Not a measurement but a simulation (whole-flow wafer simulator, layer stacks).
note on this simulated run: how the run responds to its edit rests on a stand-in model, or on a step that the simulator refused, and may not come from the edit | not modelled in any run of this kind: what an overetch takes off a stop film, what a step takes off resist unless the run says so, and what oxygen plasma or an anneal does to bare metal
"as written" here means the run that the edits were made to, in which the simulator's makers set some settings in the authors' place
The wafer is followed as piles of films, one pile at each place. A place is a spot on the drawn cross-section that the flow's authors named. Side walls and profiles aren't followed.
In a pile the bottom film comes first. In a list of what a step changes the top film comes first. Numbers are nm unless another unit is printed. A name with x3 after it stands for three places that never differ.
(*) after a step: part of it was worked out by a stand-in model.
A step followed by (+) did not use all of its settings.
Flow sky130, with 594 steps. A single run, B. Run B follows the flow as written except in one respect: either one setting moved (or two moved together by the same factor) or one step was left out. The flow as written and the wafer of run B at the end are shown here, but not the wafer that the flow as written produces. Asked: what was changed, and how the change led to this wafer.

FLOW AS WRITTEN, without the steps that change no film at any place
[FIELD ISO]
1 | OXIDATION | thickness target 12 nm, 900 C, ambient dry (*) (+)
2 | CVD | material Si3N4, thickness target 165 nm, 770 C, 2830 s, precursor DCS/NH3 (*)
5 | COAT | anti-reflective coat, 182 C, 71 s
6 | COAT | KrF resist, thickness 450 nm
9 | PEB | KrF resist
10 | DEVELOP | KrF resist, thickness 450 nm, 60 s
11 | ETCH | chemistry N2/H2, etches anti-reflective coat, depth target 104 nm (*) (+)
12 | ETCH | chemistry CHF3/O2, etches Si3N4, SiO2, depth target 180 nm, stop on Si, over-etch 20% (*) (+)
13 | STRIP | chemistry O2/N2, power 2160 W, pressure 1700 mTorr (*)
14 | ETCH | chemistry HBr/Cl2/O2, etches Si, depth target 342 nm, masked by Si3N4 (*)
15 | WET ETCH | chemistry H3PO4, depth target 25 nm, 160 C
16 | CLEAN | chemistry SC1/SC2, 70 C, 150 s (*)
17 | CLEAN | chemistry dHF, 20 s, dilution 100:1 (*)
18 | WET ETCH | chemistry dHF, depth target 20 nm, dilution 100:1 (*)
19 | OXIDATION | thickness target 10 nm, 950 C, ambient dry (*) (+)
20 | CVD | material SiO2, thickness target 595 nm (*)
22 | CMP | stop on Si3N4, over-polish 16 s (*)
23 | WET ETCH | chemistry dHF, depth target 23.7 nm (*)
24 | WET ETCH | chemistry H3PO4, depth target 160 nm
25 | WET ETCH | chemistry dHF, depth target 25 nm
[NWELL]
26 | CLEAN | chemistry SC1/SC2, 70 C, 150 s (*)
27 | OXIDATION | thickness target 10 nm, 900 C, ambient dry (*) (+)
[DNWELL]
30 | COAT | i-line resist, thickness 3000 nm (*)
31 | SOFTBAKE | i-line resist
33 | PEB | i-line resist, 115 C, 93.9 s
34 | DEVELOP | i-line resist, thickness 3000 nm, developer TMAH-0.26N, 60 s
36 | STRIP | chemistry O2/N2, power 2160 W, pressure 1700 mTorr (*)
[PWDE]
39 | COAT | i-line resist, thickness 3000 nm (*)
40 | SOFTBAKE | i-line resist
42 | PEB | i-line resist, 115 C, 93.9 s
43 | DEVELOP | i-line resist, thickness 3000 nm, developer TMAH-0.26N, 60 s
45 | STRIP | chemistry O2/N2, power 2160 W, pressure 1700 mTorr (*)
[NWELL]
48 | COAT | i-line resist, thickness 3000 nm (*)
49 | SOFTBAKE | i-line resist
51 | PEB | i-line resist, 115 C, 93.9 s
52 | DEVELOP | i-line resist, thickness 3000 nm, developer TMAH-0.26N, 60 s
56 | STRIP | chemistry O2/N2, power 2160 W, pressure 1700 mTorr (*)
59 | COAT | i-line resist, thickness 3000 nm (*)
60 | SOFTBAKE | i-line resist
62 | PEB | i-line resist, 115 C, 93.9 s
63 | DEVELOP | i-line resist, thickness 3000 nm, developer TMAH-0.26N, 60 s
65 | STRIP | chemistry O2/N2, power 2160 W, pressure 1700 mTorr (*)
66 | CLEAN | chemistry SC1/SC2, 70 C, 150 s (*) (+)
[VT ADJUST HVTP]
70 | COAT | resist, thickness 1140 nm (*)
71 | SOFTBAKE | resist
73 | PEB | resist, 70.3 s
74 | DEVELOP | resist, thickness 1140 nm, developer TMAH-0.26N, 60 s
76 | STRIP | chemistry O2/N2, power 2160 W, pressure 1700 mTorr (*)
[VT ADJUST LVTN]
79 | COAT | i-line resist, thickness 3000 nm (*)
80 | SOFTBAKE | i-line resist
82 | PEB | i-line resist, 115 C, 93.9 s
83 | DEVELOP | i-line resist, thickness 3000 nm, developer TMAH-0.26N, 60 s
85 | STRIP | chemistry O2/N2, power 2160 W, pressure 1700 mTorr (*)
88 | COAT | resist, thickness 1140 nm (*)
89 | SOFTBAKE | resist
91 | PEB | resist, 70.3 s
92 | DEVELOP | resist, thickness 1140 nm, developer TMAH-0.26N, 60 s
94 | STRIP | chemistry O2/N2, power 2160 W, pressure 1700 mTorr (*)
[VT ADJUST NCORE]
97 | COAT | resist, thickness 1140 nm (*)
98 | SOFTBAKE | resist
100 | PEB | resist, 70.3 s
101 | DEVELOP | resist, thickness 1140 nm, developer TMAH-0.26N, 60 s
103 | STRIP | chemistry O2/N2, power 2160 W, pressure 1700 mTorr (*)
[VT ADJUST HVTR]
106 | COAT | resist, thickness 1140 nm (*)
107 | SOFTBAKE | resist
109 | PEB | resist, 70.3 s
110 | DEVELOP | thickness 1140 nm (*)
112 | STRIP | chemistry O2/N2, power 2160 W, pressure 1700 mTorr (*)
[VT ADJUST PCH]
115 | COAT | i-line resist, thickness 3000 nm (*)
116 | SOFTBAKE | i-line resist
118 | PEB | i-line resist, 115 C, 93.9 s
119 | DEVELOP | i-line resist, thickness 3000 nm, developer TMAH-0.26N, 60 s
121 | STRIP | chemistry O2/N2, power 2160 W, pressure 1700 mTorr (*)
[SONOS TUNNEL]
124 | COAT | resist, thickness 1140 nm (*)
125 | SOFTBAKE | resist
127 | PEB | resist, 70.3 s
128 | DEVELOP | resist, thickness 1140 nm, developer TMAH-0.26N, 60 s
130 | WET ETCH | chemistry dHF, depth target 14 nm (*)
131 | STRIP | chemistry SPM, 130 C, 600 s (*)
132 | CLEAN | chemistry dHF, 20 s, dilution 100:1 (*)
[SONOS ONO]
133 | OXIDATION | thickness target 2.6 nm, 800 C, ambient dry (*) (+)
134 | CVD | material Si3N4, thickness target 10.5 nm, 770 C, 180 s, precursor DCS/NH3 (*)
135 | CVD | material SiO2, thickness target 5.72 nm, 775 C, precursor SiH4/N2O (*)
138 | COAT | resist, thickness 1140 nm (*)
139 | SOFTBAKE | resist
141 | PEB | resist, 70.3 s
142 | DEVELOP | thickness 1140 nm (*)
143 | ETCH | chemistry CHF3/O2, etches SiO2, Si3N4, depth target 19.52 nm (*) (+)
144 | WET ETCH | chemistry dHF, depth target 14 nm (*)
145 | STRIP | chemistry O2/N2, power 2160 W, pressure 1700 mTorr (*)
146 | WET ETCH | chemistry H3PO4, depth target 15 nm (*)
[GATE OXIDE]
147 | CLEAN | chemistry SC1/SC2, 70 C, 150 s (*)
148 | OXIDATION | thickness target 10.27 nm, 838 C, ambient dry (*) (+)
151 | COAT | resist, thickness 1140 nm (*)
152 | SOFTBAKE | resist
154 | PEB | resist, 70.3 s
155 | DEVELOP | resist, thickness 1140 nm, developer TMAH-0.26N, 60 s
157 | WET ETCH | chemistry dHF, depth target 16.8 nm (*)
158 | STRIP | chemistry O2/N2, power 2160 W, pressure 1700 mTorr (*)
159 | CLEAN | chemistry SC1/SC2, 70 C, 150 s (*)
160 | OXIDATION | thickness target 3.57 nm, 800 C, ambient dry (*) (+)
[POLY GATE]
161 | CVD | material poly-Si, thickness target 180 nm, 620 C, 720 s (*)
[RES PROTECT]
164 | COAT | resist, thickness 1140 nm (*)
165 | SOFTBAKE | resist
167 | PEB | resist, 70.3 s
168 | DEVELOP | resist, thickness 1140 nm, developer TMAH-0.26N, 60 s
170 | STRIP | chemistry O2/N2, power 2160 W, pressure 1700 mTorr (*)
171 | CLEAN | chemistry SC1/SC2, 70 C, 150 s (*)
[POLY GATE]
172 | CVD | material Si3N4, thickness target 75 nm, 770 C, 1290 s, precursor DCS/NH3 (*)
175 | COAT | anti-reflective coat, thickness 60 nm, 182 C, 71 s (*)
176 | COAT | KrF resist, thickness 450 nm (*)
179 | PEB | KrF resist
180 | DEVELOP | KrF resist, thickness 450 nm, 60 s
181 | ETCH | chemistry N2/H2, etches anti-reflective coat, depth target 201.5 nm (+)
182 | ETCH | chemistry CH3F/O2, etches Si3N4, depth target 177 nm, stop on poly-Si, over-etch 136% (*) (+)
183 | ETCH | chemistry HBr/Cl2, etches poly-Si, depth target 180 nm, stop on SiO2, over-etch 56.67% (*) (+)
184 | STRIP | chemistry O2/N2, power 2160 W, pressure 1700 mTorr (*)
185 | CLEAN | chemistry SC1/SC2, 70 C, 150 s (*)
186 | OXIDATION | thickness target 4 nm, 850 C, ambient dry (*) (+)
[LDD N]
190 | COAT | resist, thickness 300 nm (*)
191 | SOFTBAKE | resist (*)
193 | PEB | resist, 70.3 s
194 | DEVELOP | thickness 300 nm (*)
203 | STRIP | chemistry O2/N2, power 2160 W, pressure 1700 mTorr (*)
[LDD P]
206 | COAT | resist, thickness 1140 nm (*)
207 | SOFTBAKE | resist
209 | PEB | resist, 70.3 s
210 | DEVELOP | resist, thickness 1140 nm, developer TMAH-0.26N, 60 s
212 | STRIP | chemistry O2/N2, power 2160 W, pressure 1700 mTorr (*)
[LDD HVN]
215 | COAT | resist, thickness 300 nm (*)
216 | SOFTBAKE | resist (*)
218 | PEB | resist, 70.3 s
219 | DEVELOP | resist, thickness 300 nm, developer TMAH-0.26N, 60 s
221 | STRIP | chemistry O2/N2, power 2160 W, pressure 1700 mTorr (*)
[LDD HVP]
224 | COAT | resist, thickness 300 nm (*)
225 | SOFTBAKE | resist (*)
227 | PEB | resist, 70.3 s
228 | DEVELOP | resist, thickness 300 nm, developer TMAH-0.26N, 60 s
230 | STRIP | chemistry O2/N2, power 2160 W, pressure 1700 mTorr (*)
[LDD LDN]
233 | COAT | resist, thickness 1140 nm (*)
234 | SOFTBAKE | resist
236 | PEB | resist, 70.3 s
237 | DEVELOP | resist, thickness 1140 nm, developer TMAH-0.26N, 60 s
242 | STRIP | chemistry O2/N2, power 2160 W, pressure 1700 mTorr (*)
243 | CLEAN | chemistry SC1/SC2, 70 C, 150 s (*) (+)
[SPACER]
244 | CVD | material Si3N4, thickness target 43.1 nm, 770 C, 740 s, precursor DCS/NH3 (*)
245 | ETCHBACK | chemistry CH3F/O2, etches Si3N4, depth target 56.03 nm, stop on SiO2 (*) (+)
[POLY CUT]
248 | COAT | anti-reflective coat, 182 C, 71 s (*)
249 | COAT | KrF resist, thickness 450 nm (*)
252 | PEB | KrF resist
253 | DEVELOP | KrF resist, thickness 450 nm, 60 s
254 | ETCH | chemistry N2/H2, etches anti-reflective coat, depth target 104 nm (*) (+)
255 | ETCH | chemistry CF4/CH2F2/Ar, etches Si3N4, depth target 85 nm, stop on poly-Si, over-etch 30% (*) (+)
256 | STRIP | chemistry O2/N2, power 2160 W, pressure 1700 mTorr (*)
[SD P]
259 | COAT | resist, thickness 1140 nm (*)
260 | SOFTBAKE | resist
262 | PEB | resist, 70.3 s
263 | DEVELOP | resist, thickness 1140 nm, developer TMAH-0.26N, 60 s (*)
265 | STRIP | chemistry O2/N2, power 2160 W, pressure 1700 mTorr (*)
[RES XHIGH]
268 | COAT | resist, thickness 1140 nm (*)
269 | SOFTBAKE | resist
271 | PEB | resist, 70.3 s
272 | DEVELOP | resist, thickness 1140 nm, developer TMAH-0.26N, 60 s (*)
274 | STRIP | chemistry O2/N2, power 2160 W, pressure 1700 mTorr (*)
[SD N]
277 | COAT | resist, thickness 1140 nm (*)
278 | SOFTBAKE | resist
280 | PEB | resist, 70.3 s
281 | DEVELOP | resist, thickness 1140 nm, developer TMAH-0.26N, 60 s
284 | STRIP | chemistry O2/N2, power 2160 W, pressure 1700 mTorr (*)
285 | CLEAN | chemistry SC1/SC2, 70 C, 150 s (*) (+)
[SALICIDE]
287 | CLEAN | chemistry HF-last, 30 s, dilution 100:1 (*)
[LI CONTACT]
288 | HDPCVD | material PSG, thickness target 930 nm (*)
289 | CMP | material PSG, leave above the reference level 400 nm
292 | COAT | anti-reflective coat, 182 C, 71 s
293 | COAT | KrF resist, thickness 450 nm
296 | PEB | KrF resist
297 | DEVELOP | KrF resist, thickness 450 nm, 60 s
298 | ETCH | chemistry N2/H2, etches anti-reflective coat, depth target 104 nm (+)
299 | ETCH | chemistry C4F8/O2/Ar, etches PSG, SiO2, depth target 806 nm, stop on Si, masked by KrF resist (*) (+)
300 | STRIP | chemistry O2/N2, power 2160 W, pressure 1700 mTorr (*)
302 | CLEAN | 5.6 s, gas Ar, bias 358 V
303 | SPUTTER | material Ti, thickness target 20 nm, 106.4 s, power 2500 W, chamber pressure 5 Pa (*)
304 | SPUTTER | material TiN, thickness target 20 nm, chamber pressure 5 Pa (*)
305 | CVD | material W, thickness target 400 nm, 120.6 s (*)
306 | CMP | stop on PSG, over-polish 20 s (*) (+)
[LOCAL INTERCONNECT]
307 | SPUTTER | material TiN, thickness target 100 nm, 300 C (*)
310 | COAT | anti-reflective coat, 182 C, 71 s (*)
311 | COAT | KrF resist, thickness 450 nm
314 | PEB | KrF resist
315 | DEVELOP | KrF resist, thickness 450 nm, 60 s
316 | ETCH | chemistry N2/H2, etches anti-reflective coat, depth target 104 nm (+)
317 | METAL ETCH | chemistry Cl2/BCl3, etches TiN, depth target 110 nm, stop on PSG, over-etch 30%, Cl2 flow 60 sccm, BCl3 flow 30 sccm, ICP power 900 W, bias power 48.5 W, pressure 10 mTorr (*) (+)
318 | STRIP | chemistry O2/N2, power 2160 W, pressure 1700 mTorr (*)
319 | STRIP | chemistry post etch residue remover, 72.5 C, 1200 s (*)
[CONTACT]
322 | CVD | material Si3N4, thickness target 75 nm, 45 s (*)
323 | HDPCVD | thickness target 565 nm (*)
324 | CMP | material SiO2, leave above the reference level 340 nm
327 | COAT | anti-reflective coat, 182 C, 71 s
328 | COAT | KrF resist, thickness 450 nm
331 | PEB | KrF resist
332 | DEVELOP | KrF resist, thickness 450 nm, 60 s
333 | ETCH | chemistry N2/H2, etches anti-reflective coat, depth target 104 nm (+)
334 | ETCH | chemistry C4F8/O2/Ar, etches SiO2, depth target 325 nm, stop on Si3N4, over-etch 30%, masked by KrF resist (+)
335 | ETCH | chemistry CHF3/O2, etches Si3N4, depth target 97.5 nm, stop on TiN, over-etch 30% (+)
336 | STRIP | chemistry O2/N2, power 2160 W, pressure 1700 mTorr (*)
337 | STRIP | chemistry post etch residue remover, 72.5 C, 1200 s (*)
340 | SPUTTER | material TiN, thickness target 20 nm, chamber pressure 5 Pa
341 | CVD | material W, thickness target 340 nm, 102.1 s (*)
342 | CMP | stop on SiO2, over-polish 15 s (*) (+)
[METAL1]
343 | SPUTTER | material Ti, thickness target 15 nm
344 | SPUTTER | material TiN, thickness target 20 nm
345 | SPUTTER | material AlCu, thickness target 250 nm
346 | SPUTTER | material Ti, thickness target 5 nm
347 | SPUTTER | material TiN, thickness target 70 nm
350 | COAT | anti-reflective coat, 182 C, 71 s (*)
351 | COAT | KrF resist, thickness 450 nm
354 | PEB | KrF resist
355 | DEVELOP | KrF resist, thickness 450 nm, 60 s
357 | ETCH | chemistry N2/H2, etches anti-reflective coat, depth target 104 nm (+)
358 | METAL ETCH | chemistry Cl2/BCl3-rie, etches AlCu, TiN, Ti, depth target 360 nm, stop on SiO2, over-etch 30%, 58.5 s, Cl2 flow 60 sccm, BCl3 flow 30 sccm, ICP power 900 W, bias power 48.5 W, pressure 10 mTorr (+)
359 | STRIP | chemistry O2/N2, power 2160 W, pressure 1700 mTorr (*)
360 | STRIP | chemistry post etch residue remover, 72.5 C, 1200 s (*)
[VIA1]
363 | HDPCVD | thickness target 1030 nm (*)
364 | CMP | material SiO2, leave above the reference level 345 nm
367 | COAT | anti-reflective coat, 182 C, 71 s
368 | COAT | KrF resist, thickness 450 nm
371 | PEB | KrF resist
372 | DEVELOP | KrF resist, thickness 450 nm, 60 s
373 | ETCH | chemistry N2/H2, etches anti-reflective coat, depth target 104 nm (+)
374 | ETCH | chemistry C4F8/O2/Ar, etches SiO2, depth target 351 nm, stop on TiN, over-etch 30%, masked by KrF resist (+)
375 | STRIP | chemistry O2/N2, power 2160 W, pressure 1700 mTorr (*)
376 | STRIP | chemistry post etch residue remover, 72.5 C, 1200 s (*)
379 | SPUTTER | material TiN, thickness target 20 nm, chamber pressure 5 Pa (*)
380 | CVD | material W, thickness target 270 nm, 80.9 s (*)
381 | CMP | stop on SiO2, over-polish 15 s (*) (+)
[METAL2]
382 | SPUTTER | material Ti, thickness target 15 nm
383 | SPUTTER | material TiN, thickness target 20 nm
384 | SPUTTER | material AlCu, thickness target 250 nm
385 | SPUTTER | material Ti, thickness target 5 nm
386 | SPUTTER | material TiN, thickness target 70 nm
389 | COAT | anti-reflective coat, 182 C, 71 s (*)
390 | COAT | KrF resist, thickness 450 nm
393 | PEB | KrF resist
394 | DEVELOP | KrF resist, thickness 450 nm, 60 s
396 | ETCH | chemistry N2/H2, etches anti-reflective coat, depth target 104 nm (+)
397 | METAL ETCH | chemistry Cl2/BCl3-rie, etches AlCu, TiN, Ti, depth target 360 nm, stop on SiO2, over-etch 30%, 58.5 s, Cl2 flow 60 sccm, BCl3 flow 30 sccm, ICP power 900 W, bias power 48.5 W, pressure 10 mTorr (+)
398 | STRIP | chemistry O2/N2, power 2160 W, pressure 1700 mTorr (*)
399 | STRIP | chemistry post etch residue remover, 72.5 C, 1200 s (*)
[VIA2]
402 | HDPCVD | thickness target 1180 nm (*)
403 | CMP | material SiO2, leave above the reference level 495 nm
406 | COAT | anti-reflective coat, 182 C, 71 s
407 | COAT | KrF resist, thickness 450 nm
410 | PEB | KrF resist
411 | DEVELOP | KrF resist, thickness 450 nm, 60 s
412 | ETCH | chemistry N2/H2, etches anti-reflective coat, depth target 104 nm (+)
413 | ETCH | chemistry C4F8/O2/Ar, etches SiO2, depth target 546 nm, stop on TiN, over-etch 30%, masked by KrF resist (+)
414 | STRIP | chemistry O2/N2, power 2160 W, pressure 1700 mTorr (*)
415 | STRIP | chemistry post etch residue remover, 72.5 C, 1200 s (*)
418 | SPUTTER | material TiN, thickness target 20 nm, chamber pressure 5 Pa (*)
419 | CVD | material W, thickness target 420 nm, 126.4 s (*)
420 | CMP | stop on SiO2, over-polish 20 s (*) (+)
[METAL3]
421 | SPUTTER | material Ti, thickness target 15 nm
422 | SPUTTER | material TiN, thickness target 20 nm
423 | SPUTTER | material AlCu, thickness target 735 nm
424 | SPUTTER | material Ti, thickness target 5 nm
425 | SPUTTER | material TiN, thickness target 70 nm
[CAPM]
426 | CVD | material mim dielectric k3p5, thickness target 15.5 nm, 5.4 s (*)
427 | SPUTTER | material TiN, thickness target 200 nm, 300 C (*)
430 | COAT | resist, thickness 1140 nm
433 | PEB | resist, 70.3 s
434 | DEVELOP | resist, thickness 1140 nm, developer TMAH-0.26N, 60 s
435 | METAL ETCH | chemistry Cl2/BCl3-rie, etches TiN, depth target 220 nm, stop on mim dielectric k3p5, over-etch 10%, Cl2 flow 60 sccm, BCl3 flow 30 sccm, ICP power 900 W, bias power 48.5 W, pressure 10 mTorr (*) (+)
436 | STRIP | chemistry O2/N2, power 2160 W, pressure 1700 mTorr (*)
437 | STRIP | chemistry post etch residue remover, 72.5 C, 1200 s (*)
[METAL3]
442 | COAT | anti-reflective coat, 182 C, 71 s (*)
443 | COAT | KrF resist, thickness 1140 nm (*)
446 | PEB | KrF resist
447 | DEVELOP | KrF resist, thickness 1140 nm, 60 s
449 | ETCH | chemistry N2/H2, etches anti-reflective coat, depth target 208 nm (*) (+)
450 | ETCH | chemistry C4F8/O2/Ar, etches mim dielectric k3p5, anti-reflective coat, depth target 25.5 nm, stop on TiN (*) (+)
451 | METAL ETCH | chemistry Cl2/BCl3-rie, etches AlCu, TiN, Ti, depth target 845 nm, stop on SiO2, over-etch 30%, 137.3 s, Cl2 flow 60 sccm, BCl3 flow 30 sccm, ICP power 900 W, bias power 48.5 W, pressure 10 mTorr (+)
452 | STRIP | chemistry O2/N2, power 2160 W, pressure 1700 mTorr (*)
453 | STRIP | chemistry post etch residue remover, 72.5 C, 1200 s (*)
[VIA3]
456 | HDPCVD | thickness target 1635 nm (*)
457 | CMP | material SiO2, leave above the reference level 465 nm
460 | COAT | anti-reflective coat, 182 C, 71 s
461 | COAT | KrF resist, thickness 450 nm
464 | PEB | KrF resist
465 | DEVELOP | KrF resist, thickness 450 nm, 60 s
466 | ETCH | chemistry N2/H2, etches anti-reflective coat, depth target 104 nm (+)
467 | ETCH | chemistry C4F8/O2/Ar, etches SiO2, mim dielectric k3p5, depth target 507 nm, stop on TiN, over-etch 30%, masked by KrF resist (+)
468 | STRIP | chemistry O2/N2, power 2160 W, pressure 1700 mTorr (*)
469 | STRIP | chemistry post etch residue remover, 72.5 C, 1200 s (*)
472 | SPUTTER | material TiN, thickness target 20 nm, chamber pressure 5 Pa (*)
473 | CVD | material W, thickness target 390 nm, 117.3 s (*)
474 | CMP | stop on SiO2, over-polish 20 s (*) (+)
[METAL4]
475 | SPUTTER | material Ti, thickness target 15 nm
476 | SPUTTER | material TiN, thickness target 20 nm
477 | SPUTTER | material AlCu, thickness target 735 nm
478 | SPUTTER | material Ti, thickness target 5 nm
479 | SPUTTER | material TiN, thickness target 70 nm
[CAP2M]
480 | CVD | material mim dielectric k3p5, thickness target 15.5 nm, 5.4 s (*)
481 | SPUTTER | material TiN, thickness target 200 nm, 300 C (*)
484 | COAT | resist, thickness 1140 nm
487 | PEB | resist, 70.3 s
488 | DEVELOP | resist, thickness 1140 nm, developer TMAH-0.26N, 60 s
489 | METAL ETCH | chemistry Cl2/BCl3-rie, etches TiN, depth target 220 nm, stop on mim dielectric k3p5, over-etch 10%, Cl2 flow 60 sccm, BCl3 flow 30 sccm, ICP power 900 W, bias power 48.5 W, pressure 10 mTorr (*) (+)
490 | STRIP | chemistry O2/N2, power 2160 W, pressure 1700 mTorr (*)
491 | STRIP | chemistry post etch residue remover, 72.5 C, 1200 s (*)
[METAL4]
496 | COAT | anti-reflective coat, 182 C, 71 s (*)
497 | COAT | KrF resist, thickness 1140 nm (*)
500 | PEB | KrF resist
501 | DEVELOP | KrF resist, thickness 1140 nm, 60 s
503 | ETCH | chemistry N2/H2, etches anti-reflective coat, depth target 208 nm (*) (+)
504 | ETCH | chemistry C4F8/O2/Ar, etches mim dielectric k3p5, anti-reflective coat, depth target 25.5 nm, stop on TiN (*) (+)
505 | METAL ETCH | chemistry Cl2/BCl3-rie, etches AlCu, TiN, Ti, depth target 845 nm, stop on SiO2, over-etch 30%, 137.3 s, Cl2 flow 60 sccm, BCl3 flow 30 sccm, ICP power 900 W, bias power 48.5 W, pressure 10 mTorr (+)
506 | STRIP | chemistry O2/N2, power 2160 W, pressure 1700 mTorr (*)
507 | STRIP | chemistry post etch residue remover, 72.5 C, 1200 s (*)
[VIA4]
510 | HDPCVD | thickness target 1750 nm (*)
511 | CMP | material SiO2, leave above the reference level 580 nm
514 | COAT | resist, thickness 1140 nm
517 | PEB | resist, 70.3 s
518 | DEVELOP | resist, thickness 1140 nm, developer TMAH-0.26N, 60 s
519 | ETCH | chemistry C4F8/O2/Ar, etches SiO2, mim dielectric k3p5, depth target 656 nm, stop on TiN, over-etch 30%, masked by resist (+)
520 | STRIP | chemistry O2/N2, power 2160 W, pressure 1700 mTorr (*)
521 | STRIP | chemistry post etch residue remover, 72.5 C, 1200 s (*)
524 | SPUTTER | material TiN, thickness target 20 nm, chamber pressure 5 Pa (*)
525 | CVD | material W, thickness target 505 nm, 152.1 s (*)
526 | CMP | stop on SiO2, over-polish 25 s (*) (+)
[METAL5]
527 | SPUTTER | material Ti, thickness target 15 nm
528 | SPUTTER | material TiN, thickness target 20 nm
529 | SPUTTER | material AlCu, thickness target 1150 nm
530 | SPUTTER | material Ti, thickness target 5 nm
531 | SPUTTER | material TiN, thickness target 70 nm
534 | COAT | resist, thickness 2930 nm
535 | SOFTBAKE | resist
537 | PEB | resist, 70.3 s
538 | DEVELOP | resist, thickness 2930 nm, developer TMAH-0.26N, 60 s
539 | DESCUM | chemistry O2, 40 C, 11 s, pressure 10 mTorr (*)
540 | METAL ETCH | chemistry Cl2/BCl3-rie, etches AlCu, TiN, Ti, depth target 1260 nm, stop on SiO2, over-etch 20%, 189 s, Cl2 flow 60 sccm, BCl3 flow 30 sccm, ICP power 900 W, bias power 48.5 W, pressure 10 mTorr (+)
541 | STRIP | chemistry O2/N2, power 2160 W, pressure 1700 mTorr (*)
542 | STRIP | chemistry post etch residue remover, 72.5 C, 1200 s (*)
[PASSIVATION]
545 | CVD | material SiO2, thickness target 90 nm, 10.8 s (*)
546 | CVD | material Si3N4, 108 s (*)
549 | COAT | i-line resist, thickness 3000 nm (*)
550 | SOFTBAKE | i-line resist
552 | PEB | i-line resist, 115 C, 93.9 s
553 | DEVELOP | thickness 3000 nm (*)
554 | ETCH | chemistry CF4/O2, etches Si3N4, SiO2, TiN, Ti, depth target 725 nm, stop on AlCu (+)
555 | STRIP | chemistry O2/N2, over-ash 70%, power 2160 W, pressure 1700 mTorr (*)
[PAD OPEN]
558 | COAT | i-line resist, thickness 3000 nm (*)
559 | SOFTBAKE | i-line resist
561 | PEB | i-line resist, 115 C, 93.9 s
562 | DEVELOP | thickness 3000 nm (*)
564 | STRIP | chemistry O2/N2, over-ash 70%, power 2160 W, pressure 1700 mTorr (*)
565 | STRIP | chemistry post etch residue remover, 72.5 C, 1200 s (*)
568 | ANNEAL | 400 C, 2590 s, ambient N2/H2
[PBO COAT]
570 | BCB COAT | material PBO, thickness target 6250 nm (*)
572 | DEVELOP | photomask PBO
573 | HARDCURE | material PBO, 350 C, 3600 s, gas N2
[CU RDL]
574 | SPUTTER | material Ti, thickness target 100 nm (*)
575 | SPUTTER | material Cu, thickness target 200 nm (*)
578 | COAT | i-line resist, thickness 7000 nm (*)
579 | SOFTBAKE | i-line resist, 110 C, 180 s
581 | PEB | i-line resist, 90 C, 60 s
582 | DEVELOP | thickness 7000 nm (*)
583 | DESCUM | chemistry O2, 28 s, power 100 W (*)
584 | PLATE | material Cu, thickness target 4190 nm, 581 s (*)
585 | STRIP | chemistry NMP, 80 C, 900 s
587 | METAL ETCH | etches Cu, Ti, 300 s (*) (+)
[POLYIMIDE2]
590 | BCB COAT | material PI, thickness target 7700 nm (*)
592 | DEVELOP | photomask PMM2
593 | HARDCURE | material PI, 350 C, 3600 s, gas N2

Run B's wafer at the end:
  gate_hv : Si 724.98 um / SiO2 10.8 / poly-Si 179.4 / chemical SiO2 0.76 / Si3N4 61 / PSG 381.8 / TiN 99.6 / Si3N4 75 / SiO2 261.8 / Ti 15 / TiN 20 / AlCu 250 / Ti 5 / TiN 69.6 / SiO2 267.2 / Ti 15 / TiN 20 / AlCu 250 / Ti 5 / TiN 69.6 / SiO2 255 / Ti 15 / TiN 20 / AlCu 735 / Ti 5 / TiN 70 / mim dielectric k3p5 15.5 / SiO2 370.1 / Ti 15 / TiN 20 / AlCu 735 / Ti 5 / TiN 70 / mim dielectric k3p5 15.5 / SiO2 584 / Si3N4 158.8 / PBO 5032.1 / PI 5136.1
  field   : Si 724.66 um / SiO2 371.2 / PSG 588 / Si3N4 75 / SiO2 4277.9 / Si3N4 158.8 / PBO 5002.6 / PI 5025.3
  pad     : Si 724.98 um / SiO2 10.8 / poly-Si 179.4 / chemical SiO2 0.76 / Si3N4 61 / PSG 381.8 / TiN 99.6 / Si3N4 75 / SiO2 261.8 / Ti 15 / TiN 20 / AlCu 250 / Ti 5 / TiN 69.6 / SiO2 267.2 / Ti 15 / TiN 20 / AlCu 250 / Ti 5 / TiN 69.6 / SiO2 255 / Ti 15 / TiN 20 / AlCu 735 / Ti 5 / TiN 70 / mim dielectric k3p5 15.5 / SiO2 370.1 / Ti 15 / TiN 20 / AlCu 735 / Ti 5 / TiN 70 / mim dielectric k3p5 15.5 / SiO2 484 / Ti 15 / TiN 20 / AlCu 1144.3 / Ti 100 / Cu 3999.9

Cause: step 403, CMP: leave above the reference level 334 nm was run, though the flow has leave above the reference level 495 nm.

The path from the change to this, step by step:
  403 | CMP | material SiO2, leave above the reference level 495 nm
      n_well, p_well, gate_hv and 101 more: -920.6 SiO2 (in the flow as written it would be: -759.6 SiO2)
      field, active, gate and 82 more: -550.1 SiO2 (in the flow as written it would be: -389.1 SiO2)
      (also at 2 further places)
  413 | ETCH | chemistry C4F8/O2/Ar, etches SiO2, depth target 546 nm, stop on TiN, over-etch 30%, masked by KrF resist (+)
      field, active, n_well and 186 more: -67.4 KrF resist (in the flow as written it would be: -109.2 KrF resist)
      m1: -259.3 SiO2 (all of it) (in the flow as written it would be: -420.3 SiO2 (all of it))
      (also at 1 further place)
  414 | STRIP | chemistry O2/N2, power 2160 W, pressure 1700 mTorr (*)
      field, active, n_well and 186 more: -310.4 KrF resist (all of it), -80 anti-reflective coat (all of it) (in the flow as written it would be: -268.6 KrF resist (all of it), -80 anti-reflective coat (all of it))
  418 | SPUTTER | material TiN, thickness target 20 nm, chamber pressure 5 Pa (*)
      m1, via2_hole: +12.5 TiN (in the flow as written it would be: +10.2 TiN)
  419 | CVD | material W, thickness target 420 nm, 126.4 s (*)
      m1: +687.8 W (new film) (in the flow as written it would be: +851.1 W (new film))
      via2_hole: +687.4 W (new film) (in the flow as written it would be: +850.7 W (new film))
